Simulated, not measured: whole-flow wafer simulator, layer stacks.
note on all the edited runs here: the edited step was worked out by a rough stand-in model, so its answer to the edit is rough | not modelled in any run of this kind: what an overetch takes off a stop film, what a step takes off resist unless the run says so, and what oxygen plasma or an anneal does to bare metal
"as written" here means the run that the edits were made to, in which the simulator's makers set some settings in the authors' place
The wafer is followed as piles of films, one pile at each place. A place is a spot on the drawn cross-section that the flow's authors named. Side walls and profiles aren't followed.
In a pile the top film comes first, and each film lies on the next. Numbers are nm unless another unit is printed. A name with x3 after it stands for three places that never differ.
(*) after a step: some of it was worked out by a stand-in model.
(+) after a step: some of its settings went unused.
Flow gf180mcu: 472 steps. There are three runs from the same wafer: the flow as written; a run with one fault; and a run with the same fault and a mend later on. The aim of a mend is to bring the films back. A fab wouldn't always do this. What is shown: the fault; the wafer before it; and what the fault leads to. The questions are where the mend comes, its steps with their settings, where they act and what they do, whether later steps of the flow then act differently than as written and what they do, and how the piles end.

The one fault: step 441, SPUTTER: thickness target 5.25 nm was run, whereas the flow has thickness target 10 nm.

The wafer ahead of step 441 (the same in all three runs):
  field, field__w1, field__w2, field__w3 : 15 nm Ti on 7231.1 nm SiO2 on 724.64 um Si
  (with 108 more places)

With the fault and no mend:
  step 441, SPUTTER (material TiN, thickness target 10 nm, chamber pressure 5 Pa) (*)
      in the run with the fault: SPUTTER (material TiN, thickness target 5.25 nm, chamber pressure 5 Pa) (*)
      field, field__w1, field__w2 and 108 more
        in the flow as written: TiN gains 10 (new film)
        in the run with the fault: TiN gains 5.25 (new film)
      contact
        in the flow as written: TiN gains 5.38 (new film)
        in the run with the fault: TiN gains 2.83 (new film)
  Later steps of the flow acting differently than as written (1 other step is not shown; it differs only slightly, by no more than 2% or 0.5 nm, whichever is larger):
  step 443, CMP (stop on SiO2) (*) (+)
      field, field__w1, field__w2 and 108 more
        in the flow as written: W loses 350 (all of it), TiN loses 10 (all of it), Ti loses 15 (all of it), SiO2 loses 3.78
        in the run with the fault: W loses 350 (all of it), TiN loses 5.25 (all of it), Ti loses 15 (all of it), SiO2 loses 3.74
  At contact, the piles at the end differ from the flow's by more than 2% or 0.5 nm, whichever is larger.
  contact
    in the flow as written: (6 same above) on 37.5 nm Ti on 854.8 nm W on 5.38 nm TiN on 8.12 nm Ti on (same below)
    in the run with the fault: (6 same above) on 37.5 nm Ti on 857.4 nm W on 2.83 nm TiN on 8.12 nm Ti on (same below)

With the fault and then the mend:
  After step 441 comes the mend.
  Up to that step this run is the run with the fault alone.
  step 441a, SPUTTER (material TiN, thickness target 4.75 nm, chamber pressure 5 Pa) (*) (the flow's step 441 again, with other settings)
      field, field__w1, field__w2 and 108 more
        TiN gains 4.75
      contact
        TiN gains 2.55
  Later steps of the flow that are run all act as written at every place that is followed.
  By the end, the piles equal the flow's at every place that both follow.
